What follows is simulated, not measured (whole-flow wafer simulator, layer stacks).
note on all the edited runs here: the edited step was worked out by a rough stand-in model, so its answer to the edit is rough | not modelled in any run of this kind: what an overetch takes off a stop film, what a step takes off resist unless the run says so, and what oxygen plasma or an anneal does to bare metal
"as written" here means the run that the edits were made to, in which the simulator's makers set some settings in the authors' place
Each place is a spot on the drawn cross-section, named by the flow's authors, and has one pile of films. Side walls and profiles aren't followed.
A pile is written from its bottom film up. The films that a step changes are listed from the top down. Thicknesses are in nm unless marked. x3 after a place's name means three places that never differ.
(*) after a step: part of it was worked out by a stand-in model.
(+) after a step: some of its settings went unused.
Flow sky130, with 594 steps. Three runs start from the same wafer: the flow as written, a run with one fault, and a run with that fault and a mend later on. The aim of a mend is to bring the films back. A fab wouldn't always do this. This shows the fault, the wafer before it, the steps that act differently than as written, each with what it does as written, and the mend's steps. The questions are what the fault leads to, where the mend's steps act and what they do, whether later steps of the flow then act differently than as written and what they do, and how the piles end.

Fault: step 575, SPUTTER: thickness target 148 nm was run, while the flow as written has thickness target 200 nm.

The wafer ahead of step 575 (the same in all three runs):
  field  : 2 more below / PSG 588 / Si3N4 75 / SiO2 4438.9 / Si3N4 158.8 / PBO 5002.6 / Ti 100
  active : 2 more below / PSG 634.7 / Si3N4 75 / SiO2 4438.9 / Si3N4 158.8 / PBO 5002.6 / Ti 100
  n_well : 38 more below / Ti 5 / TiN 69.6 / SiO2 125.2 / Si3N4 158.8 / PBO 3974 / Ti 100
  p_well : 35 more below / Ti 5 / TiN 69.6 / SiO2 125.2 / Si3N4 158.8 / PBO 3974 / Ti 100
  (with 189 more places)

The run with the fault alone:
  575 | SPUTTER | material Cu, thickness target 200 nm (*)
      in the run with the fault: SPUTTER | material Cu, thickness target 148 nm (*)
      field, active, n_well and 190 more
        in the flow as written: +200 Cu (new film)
        in the run with the fault: +148 Cu (new film)
  Steps later in the flow that act otherwise than as written (not shown: 7 more steps that differ only slightly, by at most 2% or 0.5 nm, whichever is larger):
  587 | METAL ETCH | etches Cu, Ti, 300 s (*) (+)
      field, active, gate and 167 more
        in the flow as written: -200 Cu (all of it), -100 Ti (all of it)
        in the run with the fault: -148 Cu (all of it), -100 Ti (all of it)
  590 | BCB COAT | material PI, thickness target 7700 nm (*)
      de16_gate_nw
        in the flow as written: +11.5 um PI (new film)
        in the run with the fault: +11.45 um PI (new film)
  By the end, the piles at mim, sd_hvn, dext_nw_sti and 11 more depart from the flow's by more than 2% or 0.5 nm, whichever is larger.
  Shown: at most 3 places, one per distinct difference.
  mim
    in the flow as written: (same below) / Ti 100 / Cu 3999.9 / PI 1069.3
    in the run with the fault: (same below) / Ti 100 / Cu 3947.9 / PI 1118
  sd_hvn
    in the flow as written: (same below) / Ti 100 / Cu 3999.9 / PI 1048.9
    in the run with the fault: (same below) / Ti 100 / Cu 3947.9 / PI 1099
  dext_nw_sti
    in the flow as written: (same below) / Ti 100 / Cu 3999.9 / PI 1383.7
    in the run with the fault: (same below) / Ti 100 / Cu 3947.9 / PI 1430.4

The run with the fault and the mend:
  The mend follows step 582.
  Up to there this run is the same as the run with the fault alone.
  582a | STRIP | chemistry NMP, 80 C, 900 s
      wcut_nhv, wcut_phv, wcut_fox_pw and 23 more
        -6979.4 i-line resist (all of it)
      gate_len, gate_lvt_sd_len, gate_p_sd_len, gate_p_hvt_sd_len, gate_p_lvt_sd_len, gate_len_250
        -6982 i-line resist (all of it)
      mim_edge_plate_strap, mim_edge_plate, mim_edge_gap, mim_edge_gap_sheet, vpp_l1ln
        -6980.8 i-line resist (all of it)
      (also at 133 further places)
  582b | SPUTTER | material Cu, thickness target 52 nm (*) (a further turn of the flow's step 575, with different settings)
      field, active, n_well and 190 more
        +52 Cu
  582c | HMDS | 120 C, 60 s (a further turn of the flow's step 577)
      does not change any film at any place that is followed
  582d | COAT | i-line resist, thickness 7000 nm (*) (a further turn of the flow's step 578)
      dice_street, wcut_nhv, wcut_phv and 18 more
        +7000 i-line resist (new film)
      poly_ln, iso_pw_fox, gate_lvt_sd, active_lvt, spacer_lvt, sonos_sd, sonos_cell_x, sonos_guard_x
        +7003.2 i-line resist (new film)
      vpp_iso2, mim_edge_plate_strap, mim_edge_plate, mim_edge_gap, mim_edge_gap_sheet, gate_hv_nvt, de16_nw_sti
        +7001.4 i-line resist (new film)
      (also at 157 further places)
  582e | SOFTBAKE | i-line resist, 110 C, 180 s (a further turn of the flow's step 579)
      de16_gate_pw, de16_pw_fp, de16_pw_sti, de16_psrc_nw
        -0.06 i-line resist
      field, active_lvt
        +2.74 i-line resist
      mim, vcap_hvt
        -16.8 i-line resist
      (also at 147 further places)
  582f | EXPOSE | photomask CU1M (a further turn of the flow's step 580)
      does not change any film at any place that is followed
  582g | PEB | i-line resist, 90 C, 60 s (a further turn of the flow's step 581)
      field, active, n_well and 134 more
        -0.07 i-line resist
      pad
        -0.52 i-line resist
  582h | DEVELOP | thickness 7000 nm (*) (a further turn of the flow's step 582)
      field, active, gate and 167 more
        -20.6 i-line resist
      n_well, p_well, sd_n, sd_p
        -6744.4 i-line resist (all of it)
      dep_nw_sti, dep_ntap_nw, de16_nw_sti
        -7000.7 i-line resist (all of it)
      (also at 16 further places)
  Every later step of the flow that is run acts as written at every place that is followed.
  By the end, the piles equal the flow's at every place that both follow.
